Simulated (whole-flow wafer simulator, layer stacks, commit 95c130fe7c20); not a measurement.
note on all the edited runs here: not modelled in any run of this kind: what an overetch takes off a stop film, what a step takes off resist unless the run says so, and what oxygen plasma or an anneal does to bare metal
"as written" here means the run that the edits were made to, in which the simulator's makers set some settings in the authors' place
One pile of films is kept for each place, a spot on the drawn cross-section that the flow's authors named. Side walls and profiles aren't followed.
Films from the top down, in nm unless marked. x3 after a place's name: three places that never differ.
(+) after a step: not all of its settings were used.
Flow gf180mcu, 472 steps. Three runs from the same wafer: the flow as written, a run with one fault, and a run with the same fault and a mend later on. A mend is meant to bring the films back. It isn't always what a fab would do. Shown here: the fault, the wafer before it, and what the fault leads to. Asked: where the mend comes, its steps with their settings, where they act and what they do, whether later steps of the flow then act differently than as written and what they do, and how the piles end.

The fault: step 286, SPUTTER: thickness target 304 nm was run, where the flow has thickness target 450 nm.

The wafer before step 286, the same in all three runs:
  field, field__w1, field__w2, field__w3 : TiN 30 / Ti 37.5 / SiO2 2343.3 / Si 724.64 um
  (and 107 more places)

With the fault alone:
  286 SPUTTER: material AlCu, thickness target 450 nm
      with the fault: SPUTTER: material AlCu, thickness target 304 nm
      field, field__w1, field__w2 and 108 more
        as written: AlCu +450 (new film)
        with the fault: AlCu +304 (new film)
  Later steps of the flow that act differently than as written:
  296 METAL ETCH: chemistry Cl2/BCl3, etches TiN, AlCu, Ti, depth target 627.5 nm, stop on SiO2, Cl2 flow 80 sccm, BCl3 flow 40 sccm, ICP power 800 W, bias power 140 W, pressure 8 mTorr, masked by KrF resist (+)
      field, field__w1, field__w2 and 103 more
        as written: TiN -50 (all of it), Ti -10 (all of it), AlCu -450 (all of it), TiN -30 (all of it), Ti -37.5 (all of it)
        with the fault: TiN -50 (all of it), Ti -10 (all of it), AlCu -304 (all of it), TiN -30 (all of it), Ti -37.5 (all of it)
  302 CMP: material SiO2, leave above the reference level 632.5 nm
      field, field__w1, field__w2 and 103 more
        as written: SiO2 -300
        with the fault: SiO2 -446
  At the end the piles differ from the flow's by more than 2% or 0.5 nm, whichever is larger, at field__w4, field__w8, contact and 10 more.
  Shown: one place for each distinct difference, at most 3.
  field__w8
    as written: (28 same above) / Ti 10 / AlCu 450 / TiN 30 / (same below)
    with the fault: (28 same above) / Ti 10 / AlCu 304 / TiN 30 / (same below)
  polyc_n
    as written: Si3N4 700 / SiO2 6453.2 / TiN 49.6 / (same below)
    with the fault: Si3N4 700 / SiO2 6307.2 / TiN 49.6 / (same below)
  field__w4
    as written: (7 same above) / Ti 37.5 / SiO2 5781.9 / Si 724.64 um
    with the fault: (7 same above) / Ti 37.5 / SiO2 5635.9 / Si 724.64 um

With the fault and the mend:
  The mend comes after step 286.
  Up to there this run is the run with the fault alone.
  286a SPUTTER: material AlCu, thickness target 146 nm (the flow's step 286 once more, with other settings)
      field, field__w1, field__w2 and 108 more
        AlCu +146
  No later step of the flow acts differently than as written at any place that is followed.
  At the end the piles are the same as the flow's at every place that both follow.
